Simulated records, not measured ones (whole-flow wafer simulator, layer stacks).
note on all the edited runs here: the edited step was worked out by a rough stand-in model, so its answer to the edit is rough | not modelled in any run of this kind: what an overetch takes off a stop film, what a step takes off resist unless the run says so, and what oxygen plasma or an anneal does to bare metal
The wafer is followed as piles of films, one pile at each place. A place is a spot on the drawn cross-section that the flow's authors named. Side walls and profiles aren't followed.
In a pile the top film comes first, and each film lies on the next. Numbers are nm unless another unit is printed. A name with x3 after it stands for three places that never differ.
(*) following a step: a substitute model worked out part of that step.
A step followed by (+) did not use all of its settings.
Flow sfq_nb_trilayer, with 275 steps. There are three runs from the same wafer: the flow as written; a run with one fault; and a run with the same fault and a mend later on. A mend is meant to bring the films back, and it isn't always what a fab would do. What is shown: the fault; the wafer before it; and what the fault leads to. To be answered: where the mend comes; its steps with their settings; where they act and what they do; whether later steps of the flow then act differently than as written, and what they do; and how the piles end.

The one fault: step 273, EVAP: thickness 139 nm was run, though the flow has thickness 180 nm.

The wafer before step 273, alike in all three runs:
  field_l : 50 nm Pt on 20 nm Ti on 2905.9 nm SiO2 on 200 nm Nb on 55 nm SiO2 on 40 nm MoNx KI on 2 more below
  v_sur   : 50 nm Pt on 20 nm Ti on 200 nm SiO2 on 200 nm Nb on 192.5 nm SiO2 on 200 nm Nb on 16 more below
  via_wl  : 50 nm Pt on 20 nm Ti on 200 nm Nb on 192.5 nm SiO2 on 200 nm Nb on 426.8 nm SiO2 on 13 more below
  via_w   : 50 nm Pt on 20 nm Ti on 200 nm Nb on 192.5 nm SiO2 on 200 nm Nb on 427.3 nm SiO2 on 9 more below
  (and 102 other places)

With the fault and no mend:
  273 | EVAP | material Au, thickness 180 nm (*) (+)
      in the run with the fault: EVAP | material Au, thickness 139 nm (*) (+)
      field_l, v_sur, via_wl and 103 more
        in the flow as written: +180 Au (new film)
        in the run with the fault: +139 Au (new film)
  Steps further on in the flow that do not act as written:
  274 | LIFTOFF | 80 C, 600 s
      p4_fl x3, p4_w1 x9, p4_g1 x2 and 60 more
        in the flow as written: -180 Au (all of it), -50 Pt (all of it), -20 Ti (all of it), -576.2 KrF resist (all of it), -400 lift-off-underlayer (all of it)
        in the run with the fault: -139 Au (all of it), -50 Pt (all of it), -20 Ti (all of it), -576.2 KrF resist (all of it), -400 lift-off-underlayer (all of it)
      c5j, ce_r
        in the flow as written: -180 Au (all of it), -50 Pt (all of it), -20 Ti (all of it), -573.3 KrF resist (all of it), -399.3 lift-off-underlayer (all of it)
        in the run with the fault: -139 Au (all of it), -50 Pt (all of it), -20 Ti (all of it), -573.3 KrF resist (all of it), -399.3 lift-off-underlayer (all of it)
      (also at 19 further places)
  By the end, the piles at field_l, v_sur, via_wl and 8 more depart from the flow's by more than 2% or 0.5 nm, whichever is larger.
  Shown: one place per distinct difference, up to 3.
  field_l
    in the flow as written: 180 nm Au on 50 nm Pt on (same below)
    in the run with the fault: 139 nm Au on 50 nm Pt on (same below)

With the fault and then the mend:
  The mend follows step 273.
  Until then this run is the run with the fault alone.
  273a | EVAP | material Au, thickness 41 nm (*) (+) (the flow's step 273 again, with other settings)
      field_l, v_sur, via_wl and 103 more
        +41 Au
  Later steps of the flow that are run all act as written at every place that is followed.
  The piles end the same as the flow's at every place that both follow.
